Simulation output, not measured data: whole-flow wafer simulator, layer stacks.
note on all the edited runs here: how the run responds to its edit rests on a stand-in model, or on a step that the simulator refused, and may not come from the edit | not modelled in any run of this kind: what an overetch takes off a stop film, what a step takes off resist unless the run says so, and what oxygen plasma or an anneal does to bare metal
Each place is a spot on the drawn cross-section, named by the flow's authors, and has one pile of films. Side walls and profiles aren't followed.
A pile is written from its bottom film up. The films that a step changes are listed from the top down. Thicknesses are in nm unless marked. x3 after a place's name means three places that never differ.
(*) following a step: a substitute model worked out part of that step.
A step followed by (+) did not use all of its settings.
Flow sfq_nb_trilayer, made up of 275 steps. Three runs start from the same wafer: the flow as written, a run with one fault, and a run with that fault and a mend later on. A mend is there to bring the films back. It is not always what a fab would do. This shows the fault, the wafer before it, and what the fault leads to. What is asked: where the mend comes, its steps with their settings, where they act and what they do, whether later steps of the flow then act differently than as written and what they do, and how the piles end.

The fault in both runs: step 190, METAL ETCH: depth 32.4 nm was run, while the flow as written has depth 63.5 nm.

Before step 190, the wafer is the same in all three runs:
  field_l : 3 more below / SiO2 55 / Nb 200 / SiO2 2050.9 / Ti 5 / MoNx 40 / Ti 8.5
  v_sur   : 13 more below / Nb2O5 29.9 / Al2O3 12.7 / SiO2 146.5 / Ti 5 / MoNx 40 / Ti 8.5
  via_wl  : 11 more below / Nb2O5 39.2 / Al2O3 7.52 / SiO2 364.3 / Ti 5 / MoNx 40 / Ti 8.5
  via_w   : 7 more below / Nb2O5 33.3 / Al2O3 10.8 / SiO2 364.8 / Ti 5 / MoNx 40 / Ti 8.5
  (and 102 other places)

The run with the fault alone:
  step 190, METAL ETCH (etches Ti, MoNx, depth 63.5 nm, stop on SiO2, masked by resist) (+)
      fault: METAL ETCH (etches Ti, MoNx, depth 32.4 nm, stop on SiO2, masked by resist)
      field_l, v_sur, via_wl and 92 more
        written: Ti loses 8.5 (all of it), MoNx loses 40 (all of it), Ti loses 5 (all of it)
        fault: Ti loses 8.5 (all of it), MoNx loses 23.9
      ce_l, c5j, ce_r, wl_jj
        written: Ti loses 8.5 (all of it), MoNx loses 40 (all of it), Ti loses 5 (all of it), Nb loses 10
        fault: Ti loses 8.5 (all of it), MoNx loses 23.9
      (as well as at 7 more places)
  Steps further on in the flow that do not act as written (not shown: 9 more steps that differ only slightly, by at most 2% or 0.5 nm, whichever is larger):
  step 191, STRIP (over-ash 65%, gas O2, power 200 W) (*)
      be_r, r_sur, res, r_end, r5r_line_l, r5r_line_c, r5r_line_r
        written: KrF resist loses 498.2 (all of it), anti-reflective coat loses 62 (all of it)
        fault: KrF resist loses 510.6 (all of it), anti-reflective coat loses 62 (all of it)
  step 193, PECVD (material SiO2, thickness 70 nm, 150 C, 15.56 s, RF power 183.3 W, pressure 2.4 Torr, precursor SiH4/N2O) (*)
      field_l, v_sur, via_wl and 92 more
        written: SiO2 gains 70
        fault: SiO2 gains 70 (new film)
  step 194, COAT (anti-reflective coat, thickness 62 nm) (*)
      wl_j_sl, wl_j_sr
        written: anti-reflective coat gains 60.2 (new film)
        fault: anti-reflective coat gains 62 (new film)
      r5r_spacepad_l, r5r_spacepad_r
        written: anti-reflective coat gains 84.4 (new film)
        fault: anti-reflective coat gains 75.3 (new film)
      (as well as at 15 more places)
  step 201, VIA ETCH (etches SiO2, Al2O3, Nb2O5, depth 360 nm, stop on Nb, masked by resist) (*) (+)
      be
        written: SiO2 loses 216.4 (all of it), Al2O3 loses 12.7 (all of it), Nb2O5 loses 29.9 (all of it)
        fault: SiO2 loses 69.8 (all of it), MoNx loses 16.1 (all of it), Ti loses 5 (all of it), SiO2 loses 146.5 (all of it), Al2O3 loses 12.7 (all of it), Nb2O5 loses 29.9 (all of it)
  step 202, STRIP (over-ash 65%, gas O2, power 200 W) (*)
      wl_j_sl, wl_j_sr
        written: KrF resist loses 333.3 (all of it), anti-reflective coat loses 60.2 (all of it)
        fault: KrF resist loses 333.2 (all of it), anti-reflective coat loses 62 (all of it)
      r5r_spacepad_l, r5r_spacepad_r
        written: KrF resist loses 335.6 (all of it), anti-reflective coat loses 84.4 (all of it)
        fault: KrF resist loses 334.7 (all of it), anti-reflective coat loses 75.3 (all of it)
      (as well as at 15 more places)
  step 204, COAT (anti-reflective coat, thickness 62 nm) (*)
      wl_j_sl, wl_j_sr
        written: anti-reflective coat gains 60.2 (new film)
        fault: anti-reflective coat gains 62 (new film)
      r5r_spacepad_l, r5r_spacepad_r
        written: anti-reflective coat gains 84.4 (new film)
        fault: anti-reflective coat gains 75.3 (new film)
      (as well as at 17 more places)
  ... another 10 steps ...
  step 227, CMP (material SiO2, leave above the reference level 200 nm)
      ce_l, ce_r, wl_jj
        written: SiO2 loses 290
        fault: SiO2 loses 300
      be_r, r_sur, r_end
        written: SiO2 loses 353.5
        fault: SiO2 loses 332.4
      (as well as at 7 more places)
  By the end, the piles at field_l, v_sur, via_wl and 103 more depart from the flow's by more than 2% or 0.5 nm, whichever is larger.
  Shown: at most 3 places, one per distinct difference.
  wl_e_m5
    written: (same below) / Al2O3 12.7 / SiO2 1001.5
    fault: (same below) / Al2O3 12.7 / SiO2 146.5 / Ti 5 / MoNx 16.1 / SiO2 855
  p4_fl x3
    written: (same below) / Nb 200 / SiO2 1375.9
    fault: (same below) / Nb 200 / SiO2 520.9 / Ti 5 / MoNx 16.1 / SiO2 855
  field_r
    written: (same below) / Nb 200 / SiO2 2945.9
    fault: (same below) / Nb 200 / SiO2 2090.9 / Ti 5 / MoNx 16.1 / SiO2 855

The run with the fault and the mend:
  The mend follows step 191.
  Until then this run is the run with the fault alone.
  step 191a, COAT (anti-reflective coat, thickness 62 nm) (*) (a further turn of the flow's step 183)
      p4_fl x3, p4_w1 x9, p4_g1 x2 and 57 more
        anti-reflective coat gains 62 (new film)
      via_w, via_wr, via_sp and 7 more
        anti-reflective coat gains 62.2 (new film)
      be_sur, gap, c5j, ln_m5, lsp_m
        anti-reflective coat gains 62.3 (new film)
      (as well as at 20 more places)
  step 191b, COAT (KrF resist, thickness 600 nm) (*) (a further turn of the flow's step 184)
      p4_fl x3, p4_w1 x9, p4_g1 x2 and 57 more
        KrF resist gains 600 (new film)
      field_l, v_sur, via_wl, via_w, via_wr
        KrF resist gains 600.4 (new film)
      via_sp, via_v, l0_sur, l0v
        KrF resist gains 600.5 (new film)
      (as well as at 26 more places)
  step 191c, SOFTBAKE (KrF resist) (a further turn of the flow's step 185)
      does not change any film at any place that is followed
  step 191d, EXPOSE (photomask R5, dose 12.12 mJ/cm2, NA 0.6, wavelength 248 nm) (*) (a further turn of the flow's step 186)
      does not change any film at any place that is followed
  step 191e, PEB (KrF resist, 90 s) (a further turn of the flow's step 187)
      field_l, v_sur, via_wl and 80 more
        KrF resist loses 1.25
      be, be_sur, gap and 11 more
        KrF resist loses 1.26
      be_r, r_sur, r_end
        KrF resist loses 1.23
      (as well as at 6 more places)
  step 191f, DEVELOP (KrF resist, thickness 600 nm, 60 s) (a further turn of the flow's step 188)
      p4_fl x3, p4_w1 x9, p4_g1 x2 and 57 more
        KrF resist loses 598.7 (all of it)
      be_r, r_sur, res, r_end, r5r_line_l, r5r_line_c, r5r_line_r
        KrF resist loses 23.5
      via_w, via_wr, via_sp, l0v
        KrF resist loses 599.2 (all of it)
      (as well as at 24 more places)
  step 191g, METAL ETCH (etches anti-reflective coat, depth 125 nm, masked by resist) (*) (+) (a further turn of the flow's step 189)
      p4_fl x3, p4_w1 x9, p4_g1 x2 and 57 more
        anti-reflective coat loses 62 (all of it)
      via_w, via_wr, via_sp and 7 more
        anti-reflective coat loses 62.2 (all of it)
      be_r, r_sur, res, r_end, r5r_line_l, r5r_line_c, r5r_line_r
        KrF resist loses 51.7
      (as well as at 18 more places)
  step 191h, METAL ETCH (etches Ti, MoNx, depth 31.1 nm, stop on SiO2, masked by resist) (+) (a further turn of the flow's step 190, with different settings)
      field_l, v_sur, via_wl and 92 more
        MoNx loses 16.1 (all of it), Ti loses 5 (all of it)
      be_r, r_sur, res, r_end, r5r_line_l, r5r_line_c, r5r_line_r
        KrF resist loses 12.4
      ce_l, c5j, ce_r, wl_jj
        MoNx loses 16.1 (all of it), Ti loses 5 (all of it), Nb loses 10
  step 191i, STRIP (over-ash 65%, gas O2, power 200 W) (*) (a further turn of the flow's step 191)
      r5r_line_l, r5r_line_c, r5r_line_r
        KrF resist loses 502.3 (all of it), anti-reflective coat loses 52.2 (all of it)
      be_r
        KrF resist loses 497.8 (all of it), anti-reflective coat loses 56.4 (all of it)
      r_sur
        KrF resist loses 497.6 (all of it), anti-reflective coat loses 59.1 (all of it)
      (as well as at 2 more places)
  Every later step of the flow that is run acts as written at every place that is followed.
  By the end, the piles equal the flow's at every place that both follow.
